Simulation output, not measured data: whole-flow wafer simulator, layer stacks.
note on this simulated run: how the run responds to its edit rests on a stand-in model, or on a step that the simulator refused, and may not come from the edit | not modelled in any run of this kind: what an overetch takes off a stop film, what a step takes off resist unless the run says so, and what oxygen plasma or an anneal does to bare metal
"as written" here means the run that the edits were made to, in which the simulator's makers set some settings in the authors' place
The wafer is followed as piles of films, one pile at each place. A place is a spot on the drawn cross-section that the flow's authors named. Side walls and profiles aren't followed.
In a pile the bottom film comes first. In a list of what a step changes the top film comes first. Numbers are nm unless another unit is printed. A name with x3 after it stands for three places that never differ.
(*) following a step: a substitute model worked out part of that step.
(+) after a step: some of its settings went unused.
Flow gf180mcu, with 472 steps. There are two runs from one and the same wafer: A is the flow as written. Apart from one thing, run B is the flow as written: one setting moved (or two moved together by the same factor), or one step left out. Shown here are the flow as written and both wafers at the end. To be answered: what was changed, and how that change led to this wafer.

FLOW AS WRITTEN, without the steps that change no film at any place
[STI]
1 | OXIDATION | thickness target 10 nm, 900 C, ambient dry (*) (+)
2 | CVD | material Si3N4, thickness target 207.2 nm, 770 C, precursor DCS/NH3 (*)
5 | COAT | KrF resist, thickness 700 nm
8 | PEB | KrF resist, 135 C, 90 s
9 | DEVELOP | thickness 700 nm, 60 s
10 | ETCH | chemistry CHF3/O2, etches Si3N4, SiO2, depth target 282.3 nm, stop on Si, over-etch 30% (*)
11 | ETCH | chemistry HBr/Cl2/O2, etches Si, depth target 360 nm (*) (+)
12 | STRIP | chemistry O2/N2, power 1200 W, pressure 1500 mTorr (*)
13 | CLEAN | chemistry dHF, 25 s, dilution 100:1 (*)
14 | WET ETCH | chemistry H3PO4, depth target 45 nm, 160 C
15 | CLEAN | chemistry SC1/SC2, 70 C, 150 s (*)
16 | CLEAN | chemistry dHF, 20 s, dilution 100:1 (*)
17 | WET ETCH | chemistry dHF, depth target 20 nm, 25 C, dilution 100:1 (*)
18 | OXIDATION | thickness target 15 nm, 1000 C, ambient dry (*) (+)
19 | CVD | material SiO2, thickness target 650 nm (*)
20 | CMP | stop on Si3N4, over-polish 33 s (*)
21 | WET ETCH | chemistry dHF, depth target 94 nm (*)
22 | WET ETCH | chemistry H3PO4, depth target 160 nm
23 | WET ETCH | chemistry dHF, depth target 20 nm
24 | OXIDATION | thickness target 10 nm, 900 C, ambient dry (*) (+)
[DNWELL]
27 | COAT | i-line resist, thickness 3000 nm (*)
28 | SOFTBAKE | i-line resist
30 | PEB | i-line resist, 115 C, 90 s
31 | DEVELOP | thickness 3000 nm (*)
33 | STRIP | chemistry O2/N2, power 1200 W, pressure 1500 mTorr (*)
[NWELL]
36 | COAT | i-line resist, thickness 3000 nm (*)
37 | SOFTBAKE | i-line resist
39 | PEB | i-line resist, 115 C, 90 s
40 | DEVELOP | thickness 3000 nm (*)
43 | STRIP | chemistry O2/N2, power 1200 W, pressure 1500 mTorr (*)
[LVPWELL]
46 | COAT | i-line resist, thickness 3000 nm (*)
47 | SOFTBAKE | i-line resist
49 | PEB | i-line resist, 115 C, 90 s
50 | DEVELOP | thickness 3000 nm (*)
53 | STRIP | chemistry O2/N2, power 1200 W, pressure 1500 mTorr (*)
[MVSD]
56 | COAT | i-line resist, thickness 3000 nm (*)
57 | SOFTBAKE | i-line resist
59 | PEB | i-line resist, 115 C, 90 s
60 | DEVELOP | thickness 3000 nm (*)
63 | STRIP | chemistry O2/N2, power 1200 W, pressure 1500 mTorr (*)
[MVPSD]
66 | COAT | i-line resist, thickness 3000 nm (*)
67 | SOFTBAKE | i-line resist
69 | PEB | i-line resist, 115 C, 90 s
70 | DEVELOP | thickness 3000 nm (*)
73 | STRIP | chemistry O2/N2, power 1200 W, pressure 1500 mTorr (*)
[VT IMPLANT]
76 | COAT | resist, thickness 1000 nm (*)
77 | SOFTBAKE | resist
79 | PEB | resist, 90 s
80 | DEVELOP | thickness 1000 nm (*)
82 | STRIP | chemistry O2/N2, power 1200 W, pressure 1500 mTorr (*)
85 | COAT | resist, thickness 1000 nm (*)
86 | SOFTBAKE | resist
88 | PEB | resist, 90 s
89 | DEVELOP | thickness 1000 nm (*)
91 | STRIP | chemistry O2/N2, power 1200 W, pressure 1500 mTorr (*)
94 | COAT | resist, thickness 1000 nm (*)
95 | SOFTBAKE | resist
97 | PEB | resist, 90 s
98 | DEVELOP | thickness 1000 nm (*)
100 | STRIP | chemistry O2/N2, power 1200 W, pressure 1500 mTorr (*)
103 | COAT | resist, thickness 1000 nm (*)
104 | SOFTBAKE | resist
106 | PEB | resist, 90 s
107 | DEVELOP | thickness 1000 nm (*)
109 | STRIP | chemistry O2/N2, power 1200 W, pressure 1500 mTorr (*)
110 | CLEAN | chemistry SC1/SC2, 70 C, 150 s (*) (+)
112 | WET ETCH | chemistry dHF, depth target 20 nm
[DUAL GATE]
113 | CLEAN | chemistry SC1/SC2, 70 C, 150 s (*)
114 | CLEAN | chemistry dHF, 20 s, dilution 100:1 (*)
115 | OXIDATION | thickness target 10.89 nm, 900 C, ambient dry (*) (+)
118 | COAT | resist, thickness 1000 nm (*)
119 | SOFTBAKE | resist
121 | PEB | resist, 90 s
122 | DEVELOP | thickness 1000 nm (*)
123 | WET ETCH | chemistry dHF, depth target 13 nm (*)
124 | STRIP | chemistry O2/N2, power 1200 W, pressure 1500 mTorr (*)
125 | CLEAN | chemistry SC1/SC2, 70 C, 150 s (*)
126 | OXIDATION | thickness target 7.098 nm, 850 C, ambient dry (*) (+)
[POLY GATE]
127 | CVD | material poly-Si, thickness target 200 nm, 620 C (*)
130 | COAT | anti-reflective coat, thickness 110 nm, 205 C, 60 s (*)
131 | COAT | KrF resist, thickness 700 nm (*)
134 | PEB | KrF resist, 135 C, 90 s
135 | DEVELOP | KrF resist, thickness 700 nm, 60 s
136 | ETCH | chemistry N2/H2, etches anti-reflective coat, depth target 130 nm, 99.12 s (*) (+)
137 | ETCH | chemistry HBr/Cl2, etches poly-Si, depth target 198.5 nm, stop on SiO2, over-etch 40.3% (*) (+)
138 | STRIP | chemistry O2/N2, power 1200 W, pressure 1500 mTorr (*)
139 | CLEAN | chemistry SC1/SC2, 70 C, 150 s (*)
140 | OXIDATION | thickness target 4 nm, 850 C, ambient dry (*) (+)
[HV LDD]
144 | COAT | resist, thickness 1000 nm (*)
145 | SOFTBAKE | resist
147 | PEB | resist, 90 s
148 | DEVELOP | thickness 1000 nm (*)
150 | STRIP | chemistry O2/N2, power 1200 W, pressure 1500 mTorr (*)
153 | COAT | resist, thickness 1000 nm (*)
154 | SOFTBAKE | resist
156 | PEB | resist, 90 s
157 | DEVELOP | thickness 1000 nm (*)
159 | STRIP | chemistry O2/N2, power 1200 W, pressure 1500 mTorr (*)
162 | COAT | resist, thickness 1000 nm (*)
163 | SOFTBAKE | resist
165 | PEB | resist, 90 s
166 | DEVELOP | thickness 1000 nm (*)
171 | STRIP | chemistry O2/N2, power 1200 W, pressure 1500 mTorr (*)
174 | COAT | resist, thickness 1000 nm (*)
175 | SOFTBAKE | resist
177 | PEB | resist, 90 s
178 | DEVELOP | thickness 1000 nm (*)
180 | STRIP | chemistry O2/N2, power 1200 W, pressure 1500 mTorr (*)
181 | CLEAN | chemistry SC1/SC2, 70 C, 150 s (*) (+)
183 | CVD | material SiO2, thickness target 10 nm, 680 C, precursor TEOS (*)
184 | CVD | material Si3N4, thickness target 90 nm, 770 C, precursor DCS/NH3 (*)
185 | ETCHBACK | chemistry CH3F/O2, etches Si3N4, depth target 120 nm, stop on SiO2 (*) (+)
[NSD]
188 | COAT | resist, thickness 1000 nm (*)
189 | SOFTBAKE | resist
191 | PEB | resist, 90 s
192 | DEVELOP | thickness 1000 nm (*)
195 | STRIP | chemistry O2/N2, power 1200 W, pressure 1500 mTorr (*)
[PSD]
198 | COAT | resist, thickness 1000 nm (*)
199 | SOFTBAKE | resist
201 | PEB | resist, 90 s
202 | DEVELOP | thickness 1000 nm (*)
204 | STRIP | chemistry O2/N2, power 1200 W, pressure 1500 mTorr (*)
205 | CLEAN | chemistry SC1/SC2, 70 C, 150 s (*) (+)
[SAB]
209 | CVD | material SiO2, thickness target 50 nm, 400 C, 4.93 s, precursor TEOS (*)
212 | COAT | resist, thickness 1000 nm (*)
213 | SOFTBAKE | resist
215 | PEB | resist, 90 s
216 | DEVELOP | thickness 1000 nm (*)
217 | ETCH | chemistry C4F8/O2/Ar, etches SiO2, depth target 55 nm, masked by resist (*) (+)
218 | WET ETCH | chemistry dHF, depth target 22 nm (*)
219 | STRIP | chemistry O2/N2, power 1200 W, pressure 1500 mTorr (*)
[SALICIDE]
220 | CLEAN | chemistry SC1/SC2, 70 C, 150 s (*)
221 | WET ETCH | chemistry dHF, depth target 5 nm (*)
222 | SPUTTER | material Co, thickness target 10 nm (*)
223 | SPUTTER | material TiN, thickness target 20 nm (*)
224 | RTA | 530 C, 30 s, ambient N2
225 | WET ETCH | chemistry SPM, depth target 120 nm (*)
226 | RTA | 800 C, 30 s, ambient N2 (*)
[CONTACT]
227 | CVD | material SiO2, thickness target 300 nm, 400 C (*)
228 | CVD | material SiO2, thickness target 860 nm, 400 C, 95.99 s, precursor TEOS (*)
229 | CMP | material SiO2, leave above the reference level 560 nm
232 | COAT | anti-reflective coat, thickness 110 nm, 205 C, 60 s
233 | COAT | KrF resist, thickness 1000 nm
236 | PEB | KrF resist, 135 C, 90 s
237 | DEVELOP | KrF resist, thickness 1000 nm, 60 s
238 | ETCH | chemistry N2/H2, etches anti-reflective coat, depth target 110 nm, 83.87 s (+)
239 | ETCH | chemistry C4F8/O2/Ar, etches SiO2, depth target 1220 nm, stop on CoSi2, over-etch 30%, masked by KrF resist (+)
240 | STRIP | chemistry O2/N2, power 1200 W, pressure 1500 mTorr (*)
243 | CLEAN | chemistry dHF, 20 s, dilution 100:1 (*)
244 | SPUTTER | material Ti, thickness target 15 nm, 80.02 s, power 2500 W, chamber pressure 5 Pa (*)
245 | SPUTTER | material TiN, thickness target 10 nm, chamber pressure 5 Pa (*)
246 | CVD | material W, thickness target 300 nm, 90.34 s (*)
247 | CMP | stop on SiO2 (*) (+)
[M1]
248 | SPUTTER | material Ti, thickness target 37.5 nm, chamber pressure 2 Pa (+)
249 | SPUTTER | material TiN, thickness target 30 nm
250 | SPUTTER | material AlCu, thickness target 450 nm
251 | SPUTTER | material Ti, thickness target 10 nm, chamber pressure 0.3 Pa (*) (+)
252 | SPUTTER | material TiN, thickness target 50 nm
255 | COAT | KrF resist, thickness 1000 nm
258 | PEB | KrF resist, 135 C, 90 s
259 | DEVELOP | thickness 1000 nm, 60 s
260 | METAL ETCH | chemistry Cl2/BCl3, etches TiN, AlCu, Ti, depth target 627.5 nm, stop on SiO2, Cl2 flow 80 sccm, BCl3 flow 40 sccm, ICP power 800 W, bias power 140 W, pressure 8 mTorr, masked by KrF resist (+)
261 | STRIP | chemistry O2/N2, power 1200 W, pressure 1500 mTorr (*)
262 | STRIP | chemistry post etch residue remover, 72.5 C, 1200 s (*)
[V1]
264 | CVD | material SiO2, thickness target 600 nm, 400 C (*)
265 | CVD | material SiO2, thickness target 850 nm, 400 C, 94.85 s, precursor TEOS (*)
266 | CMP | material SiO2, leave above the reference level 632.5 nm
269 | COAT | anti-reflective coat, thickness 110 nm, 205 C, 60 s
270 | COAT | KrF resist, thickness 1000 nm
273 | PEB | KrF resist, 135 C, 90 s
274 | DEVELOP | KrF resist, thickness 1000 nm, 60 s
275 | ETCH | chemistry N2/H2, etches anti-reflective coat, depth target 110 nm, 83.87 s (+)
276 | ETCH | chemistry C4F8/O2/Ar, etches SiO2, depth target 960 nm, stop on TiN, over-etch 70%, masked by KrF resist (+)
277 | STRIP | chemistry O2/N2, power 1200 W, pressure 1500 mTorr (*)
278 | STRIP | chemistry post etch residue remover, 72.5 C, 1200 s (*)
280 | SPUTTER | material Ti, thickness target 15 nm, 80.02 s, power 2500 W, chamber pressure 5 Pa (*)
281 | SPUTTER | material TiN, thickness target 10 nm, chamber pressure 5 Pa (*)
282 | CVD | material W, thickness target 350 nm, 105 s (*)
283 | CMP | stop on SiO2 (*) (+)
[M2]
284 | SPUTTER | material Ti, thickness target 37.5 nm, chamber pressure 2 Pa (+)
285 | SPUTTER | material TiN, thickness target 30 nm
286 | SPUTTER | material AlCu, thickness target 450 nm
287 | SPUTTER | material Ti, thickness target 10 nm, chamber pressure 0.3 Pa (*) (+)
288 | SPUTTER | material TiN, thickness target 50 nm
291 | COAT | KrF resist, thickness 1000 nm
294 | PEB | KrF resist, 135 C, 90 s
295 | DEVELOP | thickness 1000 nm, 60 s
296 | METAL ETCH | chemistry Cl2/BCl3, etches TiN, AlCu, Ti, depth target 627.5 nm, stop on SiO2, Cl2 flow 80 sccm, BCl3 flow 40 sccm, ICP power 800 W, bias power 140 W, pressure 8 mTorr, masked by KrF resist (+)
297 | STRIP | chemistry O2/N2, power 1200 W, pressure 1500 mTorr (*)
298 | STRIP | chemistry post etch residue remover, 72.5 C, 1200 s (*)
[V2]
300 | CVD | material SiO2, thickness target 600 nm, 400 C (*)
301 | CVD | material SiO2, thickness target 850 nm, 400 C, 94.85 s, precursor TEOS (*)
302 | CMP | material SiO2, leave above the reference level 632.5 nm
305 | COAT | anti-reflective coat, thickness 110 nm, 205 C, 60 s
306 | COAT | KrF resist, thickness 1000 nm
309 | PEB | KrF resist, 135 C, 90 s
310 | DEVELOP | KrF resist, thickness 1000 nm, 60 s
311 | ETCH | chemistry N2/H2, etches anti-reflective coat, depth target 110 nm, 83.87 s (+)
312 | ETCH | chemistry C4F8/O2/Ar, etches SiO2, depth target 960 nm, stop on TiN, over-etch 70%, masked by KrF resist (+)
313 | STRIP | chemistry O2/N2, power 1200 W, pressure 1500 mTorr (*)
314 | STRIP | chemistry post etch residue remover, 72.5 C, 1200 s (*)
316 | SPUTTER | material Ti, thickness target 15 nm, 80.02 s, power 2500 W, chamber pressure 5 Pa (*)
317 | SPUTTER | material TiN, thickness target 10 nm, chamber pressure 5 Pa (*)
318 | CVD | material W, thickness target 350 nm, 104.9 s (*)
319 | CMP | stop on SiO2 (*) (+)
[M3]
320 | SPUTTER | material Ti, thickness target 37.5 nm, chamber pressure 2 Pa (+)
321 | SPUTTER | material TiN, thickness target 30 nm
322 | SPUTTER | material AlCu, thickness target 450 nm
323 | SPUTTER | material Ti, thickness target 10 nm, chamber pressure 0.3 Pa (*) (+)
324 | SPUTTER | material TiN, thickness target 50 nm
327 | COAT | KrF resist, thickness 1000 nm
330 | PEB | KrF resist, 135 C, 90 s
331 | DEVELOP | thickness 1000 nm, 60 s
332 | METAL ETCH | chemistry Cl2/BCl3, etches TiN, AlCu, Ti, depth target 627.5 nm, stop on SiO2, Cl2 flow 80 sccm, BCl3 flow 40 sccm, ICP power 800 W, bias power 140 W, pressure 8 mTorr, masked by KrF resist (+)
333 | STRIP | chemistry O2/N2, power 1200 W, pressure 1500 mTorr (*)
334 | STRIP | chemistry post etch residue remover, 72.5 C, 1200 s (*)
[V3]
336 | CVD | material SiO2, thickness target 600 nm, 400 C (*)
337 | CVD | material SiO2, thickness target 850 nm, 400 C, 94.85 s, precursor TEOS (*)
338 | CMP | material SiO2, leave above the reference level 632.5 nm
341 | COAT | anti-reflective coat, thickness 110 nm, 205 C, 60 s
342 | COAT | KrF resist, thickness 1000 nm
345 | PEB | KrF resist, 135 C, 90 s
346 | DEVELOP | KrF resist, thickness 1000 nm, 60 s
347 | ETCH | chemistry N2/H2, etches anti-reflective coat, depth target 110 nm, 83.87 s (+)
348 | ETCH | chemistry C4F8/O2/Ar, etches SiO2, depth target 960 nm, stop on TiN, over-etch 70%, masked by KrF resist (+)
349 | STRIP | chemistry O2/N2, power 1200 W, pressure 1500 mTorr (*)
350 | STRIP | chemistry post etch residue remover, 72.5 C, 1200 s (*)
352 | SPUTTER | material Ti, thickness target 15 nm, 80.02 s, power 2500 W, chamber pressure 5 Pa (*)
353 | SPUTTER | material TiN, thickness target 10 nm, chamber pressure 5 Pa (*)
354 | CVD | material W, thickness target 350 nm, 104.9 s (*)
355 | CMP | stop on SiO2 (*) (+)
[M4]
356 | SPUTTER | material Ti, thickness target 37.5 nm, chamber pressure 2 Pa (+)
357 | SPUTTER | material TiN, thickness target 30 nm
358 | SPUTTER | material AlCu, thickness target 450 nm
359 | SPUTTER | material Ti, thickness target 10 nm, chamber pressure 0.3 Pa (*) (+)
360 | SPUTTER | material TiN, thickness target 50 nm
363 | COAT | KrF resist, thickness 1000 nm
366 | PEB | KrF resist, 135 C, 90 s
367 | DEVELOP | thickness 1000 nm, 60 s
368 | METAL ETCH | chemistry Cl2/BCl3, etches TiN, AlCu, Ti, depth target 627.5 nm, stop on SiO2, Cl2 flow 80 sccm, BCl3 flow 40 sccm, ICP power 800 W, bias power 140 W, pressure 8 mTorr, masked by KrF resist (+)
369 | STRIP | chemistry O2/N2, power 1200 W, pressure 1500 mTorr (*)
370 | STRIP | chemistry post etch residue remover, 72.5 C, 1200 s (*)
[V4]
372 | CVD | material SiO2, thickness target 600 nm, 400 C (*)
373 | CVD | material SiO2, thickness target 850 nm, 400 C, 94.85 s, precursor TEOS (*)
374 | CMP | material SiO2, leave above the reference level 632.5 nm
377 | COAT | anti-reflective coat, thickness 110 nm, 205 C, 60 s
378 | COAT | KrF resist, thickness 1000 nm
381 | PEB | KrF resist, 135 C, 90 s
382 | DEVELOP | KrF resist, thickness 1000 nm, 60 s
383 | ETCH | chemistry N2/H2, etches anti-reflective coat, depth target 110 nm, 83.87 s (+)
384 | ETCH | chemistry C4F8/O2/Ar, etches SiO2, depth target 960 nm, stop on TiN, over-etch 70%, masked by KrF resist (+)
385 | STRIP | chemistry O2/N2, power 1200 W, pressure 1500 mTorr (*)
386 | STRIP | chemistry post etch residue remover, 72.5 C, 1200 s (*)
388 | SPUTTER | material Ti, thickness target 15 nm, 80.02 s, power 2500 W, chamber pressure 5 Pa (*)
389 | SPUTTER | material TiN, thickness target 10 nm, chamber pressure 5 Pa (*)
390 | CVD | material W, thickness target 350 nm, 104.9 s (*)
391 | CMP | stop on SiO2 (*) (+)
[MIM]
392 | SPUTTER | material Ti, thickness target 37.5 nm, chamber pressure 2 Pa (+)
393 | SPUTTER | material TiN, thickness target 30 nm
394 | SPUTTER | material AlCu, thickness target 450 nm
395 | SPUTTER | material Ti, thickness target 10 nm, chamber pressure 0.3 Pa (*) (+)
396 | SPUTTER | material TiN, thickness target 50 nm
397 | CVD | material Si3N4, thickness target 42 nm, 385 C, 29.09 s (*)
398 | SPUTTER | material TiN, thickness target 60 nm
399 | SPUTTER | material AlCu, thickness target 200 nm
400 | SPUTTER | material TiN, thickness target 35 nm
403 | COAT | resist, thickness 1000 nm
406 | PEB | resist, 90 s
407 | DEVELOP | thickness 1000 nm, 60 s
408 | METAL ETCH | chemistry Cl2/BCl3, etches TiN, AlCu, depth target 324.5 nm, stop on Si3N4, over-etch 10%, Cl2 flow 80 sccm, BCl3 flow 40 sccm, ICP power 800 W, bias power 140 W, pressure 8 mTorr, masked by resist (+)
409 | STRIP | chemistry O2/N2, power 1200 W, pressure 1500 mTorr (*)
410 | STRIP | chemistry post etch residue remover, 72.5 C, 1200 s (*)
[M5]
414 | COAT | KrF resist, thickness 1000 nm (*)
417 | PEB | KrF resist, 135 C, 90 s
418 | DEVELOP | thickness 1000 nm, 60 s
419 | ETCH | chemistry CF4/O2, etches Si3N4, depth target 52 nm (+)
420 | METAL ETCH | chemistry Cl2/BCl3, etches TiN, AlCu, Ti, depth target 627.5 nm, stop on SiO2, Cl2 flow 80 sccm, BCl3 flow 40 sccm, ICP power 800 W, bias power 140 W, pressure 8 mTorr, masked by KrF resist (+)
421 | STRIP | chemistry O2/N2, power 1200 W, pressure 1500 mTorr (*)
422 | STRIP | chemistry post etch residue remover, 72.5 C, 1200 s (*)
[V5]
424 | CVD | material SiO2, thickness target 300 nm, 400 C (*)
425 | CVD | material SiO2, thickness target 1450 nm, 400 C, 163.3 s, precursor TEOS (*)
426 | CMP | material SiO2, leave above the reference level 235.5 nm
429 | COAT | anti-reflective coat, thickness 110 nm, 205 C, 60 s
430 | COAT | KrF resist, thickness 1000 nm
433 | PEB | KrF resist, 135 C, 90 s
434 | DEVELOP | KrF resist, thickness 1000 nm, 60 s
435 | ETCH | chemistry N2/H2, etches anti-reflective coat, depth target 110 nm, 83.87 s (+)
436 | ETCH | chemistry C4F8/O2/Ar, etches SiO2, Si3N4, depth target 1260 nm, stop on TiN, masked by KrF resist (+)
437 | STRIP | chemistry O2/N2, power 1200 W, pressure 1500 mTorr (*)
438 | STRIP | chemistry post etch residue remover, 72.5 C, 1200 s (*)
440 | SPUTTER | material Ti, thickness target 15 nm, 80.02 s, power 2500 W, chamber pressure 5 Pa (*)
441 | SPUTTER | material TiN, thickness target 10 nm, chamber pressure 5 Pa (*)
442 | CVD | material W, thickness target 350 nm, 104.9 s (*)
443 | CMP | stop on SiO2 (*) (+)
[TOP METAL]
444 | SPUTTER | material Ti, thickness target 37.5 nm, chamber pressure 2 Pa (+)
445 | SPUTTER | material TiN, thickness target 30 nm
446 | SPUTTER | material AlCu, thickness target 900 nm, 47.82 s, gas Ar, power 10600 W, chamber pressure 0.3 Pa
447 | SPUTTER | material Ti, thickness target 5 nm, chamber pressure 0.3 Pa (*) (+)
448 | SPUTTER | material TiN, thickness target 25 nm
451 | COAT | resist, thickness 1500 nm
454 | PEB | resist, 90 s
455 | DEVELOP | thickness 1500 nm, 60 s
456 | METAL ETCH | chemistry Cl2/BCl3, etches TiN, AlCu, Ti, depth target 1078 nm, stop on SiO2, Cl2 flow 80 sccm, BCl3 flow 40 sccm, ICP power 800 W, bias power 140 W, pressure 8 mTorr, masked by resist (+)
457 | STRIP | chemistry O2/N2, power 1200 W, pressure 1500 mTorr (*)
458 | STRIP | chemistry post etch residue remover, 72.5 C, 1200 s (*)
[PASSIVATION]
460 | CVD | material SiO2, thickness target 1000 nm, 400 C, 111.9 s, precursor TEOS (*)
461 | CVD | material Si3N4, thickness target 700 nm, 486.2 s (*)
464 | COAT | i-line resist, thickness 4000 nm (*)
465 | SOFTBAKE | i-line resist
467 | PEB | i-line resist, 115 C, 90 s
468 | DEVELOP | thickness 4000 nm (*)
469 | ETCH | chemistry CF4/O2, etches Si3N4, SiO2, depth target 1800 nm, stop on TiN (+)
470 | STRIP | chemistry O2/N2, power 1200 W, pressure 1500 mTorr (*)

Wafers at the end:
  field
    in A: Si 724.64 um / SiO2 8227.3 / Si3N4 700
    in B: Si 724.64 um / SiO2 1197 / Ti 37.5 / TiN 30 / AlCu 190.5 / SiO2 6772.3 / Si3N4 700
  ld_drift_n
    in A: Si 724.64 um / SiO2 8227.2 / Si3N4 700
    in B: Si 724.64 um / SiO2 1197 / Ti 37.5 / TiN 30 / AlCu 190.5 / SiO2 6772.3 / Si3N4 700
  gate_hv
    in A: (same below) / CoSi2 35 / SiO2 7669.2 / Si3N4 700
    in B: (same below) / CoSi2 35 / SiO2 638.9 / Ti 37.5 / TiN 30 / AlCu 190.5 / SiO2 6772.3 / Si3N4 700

Cause: step 260, METAL ETCH: depth target 313.8 nm was run, though the flow has depth target 627.5 nm.

The path from the change to this, step by step:
  260 | METAL ETCH | chemistry Cl2/BCl3, etches TiN, AlCu, Ti, depth target 627.5 nm, stop on SiO2, Cl2 flow 80 sccm, BCl3 flow 40 sccm, ICP power 800 W, bias power 140 W, pressure 8 mTorr, masked by KrF resist (+)
      field, field__w1, field__w2 and 99 more: A TiN loses 50 (all of it), Ti loses 10 (all of it), AlCu loses 450 (all of it), TiN loses 30 (all of it), Ti loses 37.5 (all of it) | B TiN loses 50 (all of it), Ti loses 10 (all of it), AlCu loses 253.8
      field__w8, contact, m1 and 6 more: A KrF resist loses 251 | B KrF resist loses 125.5
  261 | STRIP | chemistry O2/N2, power 1200 W, pressure 1500 mTorr (*)
      field__w8, contact, m1 and 6 more: A KrF resist loses 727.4 (all of it) | B KrF resist loses 852.9 (all of it)
  262 | STRIP | chemistry post etch residue remover, 72.5 C, 1200 s (*)
      field, field__w1, field__w2 and 99 more: A nothing | B AlCu loses 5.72
  264 | CVD | material SiO2, thickness target 600 nm, 400 C (*)
      field, field__w1, field__w2 and 99 more: A SiO2 gains 600 | B SiO2 gains 600 (new film)
  266 | CMP | material SiO2, leave above the reference level 632.5 nm
      field, field__w1, field__w2 and 99 more: A SiO2 loses 300 | B SiO2 loses 558
Taking metal films that touch as one body, field has 1 body; the flow as written gives 0 bodies.
Taking metal films that touch as one body, ld_drift_n has 1 body; the flow as written gives 0 bodies.
Taking metal films that touch as one body, gate_hv has 2 bodies (between them, from the top down: SiO2 638.9); the flow as written gives 1 body.
